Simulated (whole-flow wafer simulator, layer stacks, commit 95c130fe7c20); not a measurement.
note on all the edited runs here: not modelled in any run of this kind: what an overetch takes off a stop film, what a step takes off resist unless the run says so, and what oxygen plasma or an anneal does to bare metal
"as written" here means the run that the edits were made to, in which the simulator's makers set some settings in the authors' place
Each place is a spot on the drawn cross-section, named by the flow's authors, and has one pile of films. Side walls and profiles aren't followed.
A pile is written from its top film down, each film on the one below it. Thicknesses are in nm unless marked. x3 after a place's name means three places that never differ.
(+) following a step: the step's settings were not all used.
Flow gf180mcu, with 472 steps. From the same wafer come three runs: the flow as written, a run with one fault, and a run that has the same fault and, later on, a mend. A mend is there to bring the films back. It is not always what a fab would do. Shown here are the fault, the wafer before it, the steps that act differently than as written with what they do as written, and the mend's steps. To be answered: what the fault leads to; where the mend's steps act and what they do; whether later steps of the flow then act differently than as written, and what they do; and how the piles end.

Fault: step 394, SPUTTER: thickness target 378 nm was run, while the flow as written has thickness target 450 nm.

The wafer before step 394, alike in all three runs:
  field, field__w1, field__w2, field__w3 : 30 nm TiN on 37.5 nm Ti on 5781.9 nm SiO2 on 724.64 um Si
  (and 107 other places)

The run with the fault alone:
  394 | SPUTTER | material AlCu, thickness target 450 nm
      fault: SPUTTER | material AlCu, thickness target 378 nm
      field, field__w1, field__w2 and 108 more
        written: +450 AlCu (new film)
        fault: +378 AlCu (new film)
  Later steps of the flow acting differently than as written (not shown: 1 more step that differs only slightly, by at most 2% or 0.5 nm, whichever is larger):
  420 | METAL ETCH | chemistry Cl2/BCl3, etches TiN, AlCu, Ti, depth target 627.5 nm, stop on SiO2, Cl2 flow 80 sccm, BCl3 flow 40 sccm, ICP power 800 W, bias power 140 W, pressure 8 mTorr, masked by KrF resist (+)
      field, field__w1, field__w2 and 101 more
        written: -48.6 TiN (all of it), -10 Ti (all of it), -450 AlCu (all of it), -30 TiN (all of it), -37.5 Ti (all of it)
        fault: -48.6 TiN (all of it), -10 Ti (all of it), -378 AlCu (all of it), -30 TiN (all of it), -37.5 Ti (all of it)
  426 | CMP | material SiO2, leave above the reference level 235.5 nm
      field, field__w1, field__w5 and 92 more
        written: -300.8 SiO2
        fault: -372.8 SiO2
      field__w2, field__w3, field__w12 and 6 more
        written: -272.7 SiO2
        fault: -347.9 SiO2
  The piles end different from the flow's at field__w4, field__w8, contact, m1, m1__w1, mim, mim_1p0, m1_nw by more than 2% or 0.5 nm, whichever is larger.
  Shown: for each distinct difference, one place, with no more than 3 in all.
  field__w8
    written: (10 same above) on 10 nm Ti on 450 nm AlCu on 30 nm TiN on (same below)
    fault: (10 same above) on 10 nm Ti on 378 nm AlCu on 30 nm TiN on (same below)
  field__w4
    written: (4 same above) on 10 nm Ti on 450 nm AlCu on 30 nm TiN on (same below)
    fault: (4 same above) on 10 nm Ti on 378 nm AlCu on 30 nm TiN on (same below)
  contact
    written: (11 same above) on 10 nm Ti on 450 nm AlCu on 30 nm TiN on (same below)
    fault: (11 same above) on 10 nm Ti on 378 nm AlCu on 30 nm TiN on (same below)

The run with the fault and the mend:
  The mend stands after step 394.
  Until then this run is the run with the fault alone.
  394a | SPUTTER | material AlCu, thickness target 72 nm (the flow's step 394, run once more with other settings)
      field, field__w1, field__w2 and 108 more
        +72 AlCu
  None of the later steps of the flow acts differently than as written at any place that is followed.
  The piles end the same as the flow's at every place that both follow.
